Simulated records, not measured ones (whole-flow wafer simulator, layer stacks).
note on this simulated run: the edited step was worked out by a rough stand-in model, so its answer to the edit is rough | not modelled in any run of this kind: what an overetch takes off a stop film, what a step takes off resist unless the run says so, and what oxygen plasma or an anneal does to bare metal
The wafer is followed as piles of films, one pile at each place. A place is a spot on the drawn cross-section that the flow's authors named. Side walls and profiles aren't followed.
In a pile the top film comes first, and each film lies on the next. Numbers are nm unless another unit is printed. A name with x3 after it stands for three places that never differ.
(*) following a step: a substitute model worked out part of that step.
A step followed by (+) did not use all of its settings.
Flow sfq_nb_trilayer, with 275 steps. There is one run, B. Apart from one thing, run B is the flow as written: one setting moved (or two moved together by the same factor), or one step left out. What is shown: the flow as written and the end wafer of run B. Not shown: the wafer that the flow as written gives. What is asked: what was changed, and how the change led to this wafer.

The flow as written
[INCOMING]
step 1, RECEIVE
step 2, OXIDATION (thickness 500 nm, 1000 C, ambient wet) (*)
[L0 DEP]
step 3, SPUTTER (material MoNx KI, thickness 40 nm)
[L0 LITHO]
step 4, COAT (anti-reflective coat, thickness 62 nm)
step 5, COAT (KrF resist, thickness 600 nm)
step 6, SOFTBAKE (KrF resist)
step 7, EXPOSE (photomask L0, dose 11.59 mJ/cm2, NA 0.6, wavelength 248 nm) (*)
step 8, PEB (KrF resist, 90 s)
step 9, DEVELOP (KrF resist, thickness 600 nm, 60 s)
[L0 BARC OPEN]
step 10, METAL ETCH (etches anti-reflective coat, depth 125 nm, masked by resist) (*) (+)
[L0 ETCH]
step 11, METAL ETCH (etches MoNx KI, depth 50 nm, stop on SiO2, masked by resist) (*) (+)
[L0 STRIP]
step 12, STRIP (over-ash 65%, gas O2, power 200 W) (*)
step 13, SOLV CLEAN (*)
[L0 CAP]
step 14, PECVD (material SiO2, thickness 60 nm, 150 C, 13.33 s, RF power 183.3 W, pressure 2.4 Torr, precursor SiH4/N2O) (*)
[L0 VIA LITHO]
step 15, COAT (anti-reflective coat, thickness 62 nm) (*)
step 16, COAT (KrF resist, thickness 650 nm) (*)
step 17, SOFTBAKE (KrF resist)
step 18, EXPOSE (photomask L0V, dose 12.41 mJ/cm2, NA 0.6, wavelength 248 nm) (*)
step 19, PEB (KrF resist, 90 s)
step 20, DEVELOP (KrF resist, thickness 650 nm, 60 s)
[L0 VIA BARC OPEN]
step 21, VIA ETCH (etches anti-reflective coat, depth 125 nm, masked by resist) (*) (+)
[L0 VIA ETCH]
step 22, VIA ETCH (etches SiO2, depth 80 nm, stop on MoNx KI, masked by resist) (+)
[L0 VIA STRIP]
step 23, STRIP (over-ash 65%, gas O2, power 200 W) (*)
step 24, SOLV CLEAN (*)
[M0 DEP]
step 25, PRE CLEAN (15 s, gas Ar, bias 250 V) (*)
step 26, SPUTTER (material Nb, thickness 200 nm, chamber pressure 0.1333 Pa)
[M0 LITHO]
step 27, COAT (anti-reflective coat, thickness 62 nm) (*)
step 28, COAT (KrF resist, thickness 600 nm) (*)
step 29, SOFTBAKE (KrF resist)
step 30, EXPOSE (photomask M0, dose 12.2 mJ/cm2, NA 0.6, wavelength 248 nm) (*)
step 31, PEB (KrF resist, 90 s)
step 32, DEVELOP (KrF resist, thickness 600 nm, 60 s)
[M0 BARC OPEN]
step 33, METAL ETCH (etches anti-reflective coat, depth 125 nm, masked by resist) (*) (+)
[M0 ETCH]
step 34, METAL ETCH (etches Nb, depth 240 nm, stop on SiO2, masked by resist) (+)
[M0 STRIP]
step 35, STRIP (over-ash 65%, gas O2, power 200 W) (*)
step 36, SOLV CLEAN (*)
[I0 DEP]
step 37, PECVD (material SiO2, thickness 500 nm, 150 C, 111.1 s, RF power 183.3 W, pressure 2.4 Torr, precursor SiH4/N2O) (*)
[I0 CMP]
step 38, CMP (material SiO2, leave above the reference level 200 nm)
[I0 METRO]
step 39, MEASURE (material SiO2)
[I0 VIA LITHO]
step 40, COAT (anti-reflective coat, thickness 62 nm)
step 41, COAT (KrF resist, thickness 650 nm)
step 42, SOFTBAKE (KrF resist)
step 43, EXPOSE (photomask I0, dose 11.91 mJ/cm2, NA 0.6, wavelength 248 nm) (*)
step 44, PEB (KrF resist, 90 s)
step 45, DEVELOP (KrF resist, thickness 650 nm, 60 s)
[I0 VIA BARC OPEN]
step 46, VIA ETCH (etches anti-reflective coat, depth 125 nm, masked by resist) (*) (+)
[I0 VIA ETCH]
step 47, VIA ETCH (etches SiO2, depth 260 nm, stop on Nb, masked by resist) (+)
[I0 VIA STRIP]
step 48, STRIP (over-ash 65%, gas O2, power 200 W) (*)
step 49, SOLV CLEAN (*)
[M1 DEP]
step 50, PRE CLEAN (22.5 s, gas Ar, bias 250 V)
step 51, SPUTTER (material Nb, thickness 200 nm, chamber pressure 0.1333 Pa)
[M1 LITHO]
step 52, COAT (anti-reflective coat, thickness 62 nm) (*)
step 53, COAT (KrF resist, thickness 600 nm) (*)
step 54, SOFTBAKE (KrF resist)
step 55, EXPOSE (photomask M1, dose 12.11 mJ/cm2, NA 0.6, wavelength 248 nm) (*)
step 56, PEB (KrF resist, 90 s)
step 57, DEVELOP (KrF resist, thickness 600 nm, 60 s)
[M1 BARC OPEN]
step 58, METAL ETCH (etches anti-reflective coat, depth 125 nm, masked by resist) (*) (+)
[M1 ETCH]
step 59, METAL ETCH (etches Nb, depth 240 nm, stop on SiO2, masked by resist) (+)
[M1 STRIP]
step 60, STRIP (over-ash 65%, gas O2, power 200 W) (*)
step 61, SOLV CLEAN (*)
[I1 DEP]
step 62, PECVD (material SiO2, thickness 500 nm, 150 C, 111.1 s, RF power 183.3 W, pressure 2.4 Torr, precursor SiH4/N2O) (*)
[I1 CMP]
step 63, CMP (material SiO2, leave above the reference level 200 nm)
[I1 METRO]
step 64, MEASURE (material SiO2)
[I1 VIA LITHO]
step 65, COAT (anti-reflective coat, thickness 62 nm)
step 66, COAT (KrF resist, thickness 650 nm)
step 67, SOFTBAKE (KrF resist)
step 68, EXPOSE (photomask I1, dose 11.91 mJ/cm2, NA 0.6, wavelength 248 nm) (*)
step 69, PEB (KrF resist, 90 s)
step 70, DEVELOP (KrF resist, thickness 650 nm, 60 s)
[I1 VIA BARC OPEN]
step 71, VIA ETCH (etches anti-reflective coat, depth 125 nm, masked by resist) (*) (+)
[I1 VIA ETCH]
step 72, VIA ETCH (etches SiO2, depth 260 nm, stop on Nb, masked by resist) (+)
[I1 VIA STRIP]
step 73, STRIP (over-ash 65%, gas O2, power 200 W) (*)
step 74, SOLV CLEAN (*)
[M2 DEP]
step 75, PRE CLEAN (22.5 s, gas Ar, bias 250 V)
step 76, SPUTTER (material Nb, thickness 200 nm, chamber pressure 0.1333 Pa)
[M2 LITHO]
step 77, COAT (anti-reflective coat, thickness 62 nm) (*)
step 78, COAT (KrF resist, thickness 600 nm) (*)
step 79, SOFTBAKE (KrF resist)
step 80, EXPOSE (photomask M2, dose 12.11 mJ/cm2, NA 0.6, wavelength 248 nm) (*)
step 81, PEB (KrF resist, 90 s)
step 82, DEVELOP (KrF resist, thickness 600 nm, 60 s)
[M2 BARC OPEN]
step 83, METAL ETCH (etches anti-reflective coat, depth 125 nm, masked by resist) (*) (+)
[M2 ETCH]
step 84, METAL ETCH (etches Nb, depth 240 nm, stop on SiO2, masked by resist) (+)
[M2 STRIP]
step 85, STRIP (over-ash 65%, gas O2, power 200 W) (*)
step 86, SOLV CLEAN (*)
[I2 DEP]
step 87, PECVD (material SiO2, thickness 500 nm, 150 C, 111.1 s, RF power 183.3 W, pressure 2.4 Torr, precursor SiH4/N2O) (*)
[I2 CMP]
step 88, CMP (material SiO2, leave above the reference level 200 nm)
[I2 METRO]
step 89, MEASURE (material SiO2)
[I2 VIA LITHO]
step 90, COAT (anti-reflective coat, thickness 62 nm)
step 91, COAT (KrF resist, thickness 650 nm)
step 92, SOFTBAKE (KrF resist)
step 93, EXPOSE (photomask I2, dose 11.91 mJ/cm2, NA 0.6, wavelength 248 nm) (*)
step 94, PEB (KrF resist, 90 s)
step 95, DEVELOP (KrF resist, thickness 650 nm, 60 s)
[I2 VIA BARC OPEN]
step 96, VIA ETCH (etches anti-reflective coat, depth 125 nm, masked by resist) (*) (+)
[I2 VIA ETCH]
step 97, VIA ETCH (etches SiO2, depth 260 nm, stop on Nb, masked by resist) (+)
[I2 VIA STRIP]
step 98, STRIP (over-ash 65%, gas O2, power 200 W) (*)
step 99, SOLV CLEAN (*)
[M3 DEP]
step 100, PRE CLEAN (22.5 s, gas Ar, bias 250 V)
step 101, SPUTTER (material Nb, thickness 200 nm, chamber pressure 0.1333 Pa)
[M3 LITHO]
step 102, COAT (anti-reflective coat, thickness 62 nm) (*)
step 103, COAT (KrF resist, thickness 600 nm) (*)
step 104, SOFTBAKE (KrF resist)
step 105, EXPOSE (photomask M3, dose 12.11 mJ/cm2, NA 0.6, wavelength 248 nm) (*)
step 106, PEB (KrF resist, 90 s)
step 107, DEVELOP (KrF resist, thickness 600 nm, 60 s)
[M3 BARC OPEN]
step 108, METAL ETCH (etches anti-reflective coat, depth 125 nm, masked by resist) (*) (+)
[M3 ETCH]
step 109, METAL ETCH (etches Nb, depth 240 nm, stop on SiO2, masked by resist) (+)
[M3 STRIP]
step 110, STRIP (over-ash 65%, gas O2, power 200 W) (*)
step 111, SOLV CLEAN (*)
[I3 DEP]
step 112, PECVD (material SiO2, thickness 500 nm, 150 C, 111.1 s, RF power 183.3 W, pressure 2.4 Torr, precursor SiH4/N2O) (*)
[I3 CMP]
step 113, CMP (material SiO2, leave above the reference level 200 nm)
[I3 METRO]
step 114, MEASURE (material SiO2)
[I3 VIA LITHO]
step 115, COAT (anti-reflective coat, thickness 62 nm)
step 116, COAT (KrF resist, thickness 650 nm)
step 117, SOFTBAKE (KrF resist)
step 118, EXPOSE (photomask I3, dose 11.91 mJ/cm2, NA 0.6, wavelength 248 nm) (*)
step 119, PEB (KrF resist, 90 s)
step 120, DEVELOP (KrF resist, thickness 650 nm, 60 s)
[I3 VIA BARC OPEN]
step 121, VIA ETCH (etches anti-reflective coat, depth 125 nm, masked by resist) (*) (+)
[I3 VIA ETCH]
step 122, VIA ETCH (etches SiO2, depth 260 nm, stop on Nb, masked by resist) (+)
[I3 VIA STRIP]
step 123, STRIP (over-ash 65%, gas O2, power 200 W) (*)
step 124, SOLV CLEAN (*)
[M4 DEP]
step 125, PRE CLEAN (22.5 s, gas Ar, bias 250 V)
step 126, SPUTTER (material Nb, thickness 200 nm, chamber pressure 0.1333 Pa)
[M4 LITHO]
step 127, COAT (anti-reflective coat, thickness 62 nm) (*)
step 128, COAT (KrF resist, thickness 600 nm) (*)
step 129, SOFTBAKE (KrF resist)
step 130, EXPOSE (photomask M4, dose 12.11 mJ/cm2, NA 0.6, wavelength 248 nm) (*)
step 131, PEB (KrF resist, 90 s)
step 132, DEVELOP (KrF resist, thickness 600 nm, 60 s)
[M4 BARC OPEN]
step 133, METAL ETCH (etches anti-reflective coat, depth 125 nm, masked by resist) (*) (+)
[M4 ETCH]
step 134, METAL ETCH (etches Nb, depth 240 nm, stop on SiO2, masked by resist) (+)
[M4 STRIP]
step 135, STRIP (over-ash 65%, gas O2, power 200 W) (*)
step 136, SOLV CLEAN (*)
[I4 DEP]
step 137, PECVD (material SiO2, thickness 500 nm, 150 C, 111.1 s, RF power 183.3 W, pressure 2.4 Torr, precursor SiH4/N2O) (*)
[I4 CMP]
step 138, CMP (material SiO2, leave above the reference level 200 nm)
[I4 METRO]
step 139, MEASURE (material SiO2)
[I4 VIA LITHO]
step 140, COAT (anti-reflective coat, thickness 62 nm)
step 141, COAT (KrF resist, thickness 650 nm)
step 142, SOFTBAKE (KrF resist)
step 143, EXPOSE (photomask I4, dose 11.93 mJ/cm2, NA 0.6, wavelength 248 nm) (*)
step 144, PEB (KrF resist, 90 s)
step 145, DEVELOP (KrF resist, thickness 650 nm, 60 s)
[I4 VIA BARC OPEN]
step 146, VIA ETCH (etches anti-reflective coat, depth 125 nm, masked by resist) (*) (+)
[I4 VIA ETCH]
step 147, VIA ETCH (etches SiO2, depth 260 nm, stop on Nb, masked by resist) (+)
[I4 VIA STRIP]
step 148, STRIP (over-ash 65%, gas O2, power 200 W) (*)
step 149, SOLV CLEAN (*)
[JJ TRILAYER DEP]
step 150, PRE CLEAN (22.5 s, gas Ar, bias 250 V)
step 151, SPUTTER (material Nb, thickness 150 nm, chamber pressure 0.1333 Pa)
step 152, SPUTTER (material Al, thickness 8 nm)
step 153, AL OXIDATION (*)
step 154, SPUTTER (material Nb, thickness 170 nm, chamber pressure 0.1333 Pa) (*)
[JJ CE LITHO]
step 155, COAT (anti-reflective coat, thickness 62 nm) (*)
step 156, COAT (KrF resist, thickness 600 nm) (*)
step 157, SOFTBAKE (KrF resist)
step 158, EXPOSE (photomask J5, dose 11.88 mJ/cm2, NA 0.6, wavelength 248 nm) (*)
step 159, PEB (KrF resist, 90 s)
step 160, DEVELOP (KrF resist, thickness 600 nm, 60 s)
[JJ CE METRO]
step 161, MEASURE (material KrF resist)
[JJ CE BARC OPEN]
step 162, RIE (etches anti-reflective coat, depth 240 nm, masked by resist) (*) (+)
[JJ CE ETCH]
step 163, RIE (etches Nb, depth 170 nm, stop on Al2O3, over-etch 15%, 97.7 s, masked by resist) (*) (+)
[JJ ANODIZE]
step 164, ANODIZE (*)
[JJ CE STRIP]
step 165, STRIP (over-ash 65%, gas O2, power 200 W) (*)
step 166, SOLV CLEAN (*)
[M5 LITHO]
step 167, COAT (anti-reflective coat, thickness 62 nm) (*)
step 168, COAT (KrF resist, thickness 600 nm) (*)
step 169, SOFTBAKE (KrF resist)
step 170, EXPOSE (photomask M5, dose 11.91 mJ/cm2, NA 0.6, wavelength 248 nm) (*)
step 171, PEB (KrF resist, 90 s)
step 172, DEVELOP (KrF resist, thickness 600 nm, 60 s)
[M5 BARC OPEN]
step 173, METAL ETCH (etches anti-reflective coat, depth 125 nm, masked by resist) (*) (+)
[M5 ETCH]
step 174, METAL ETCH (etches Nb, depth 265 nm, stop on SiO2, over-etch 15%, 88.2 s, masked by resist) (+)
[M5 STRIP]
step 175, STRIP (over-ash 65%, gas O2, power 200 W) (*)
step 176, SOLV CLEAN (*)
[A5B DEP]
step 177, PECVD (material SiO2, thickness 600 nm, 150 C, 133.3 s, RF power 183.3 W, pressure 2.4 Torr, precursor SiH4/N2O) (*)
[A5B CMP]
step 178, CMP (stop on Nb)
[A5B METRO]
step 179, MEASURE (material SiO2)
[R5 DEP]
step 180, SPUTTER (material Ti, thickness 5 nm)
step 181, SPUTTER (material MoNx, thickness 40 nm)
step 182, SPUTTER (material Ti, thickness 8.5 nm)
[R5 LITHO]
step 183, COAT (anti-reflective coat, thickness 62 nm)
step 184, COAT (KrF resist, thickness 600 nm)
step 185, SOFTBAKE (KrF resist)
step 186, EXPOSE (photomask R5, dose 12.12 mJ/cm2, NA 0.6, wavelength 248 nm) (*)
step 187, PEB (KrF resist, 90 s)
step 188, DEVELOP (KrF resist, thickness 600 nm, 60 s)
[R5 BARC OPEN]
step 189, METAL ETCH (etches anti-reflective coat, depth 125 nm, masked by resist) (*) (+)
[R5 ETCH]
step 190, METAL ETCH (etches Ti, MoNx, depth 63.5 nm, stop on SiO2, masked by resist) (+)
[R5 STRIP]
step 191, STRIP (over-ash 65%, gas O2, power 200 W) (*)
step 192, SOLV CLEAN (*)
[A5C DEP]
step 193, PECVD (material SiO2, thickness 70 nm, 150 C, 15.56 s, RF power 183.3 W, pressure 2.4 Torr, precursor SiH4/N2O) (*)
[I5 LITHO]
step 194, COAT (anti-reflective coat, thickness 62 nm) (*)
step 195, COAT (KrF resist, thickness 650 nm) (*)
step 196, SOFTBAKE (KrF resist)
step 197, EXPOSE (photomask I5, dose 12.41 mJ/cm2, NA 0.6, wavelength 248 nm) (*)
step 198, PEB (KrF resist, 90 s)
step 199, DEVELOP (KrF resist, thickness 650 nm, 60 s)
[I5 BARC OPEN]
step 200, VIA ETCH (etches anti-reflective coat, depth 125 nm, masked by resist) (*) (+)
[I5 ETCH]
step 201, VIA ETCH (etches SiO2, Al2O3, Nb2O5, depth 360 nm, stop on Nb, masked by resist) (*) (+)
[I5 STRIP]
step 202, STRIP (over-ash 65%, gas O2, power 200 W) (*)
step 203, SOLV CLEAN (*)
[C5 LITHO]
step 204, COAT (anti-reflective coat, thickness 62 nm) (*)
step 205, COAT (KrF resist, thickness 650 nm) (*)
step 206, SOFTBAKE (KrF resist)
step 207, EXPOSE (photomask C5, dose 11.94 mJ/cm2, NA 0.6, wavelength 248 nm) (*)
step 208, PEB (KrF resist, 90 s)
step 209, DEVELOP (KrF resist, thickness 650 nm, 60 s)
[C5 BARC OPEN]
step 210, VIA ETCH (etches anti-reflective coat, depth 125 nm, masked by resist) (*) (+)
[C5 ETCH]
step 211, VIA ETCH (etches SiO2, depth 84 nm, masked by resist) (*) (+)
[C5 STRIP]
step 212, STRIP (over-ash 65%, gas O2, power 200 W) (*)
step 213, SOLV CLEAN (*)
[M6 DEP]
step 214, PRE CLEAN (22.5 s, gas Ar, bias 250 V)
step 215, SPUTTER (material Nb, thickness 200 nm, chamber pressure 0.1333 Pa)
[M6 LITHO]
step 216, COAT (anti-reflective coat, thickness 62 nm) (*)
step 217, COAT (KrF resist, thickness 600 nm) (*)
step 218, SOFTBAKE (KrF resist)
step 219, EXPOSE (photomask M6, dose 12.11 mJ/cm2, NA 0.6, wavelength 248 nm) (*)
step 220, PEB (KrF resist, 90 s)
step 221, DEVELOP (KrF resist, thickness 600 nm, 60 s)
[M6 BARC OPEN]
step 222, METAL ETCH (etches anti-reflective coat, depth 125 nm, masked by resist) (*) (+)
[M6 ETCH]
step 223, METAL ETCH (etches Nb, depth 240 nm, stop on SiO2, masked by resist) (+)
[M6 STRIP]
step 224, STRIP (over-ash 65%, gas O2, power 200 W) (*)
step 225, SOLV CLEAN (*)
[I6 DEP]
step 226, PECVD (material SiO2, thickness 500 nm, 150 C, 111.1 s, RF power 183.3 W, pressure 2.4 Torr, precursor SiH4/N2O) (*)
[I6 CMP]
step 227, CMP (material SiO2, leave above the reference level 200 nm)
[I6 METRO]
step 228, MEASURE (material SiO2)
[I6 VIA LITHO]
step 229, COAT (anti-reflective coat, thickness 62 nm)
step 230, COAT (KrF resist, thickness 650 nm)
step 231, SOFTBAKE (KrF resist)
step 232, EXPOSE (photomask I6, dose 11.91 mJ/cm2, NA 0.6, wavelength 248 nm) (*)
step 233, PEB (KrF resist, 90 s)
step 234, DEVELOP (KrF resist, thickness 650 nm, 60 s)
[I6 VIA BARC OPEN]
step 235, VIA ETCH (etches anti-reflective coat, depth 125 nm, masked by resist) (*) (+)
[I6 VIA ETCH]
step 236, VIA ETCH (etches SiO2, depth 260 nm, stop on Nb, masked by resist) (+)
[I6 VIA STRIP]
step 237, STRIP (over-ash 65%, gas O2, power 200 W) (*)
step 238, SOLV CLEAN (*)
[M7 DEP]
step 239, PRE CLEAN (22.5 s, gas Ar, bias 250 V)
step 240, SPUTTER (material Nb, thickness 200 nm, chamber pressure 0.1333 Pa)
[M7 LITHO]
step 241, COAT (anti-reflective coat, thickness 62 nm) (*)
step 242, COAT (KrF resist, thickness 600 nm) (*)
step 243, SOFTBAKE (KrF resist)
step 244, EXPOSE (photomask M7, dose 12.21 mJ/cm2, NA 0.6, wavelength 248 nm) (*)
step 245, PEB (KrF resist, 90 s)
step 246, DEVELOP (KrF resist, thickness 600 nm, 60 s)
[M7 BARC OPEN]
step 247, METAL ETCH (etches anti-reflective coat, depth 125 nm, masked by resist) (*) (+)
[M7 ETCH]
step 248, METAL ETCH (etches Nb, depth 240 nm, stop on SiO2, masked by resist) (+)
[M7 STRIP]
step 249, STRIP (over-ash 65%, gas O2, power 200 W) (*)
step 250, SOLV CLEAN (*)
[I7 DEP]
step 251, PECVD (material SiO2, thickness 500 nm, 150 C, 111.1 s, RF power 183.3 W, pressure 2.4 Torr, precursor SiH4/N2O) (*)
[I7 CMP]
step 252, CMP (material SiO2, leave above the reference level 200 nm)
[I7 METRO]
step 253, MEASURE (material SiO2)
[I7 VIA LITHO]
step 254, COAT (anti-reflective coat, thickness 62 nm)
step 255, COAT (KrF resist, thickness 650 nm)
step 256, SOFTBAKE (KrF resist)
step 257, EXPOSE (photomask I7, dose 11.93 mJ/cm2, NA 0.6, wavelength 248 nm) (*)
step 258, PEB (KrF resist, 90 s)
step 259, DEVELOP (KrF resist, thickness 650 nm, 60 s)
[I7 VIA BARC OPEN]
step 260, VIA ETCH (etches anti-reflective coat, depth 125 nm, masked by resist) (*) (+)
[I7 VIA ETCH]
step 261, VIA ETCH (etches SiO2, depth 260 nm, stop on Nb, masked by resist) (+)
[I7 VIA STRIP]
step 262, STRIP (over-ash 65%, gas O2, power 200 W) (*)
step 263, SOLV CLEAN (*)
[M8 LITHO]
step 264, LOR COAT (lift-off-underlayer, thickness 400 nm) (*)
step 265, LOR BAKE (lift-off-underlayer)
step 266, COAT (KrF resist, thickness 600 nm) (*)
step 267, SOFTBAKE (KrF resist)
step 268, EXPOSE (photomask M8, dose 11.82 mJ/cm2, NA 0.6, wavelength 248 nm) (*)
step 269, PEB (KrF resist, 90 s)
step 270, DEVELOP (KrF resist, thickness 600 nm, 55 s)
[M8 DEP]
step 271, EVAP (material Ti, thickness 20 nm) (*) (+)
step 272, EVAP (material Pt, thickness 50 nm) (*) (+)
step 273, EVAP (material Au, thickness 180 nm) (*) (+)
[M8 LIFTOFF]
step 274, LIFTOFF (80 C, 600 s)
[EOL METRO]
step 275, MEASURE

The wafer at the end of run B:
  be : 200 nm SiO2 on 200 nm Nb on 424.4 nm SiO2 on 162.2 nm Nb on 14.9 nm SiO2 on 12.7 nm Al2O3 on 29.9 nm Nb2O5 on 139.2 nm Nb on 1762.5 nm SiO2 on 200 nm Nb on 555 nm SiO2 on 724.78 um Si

The reason: step 201, VIA ETCH: depth 194 nm was run, whereas the flow has depth 360 nm.

The path from the change to this, step by step:
  step 201, VIA ETCH (etches SiO2, Al2O3, Nb2O5, depth 360 nm, stop on Nb, masked by resist) (*) (+)
      be: SiO2 loses 194 (as written it would have been: SiO2 loses 216.4 (all of it), Al2O3 loses 12.7 (all of it), Nb2O5 loses 29.9 (all of it))
      field_l, v_sur, via_wl and 102 more: KrF resist loses 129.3 (as written it would have been: KrF resist loses 240)
  step 202, STRIP (over-ash 65%, gas O2, power 200 W) (*)
      p4_fl, p4_fm, p4_w1 and 44 more: KrF resist loses 443.8 (all of it), anti-reflective coat loses 62 (all of it) (as written it would have been: KrF resist loses 333.1 (all of it), anti-reflective coat loses 62 (all of it))
      wl_b_m5, wl_b_sr, wl_c_sl and 11 more: KrF resist loses 443.7 (all of it), anti-reflective coat loses 62 (all of it) (as written it would have been: KrF resist loses 333 (all of it), anti-reflective coat loses 62 (all of it))
      (and at 44 other places as well)
  step 204, COAT (anti-reflective coat, thickness 62 nm) (*)
      wire: anti-reflective coat gains 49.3 (new film) (as written it would have been: anti-reflective coat gains 47.4 (new film))
      be: anti-reflective coat gains 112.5 (new film) (as written it would have been: anti-reflective coat gains 122.2 (new film))
      (and at 1 other place as well)
  step 205, COAT (KrF resist, thickness 650 nm) (*)
      be: KrF resist gains 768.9 (new film) (as written it would have been: KrF resist gains 815.3 (new film))
  step 212, STRIP (over-ash 65%, gas O2, power 200 W) (*)
      wire: KrF resist loses 559.5 (all of it), anti-reflective coat loses 49.3 (all of it) (as written it would have been: KrF resist loses 555.8 (all of it), anti-reflective coat loses 47.4 (all of it))
      be: KrF resist loses 681.7 (all of it), anti-reflective coat loses 112.5 (all of it) (as written it would have been: KrF resist loses 728.2 (all of it), anti-reflective coat loses 122.2 (all of it))
      (and at 1 other place as well)
  step 214, PRE CLEAN (22.5 s, gas Ar, bias 250 V)
      be: SiO2 loses 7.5 (as written it would have been: Nb loses 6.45)
  step 215, SPUTTER (material Nb, thickness 200 nm, chamber pressure 0.1333 Pa)
      be: Nb gains 162.2 (new film) (as written it would have been: Nb gains 147.3)
  step 216, COAT (anti-reflective coat, thickness 62 nm) (*)
      wire: anti-reflective coat gains 50.4 (new film) (as written it would have been: anti-reflective coat gains 48.3 (new film))
      be: anti-reflective coat gains 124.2 (new film) (as written it would have been: anti-reflective coat gains 136.7 (new film))
      (and at 1 other place as well)
  step 217, COAT (KrF resist, thickness 600 nm) (*)
      be: KrF resist gains 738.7 (new film) (as written it would have been: KrF resist gains 793.9 (new film))
  step 224, STRIP (over-ash 65%, gas O2, power 200 W) (*)
      wire: KrF resist loses 374.5 (all of it), anti-reflective coat loses 50.4 (all of it) (as written it would have been: KrF resist loses 369.8 (all of it), anti-reflective coat loses 48.3 (all of it))
      be: KrF resist loses 520.7 (all of it), anti-reflective coat loses 124.2 (all of it) (as written it would have been: KrF resist loses 575.8 (all of it), anti-reflective coat loses 136.7 (all of it))
      (and at 1 other place as well)
  step 226, PECVD (material SiO2, thickness 500 nm, 150 C, 111.1 s, RF power 183.3 W, pressure 2.4 Torr, precursor SiH4/N2O) (*)
      be: SiO2 gains 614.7 (new film) (as written it would have been: SiO2 gains 693.5 (new film))
With metal films that touch counted as one body, be has 4 bodies (between them, from the top down: SiO2 424.4; SiO2 14.9 / Al2O3 12.7 / Nb2O5 29.9; SiO2 1762.5); the flow as written gives 3 bodies (between them, from the top down: SiO2 503.2; SiO2 1762.5).
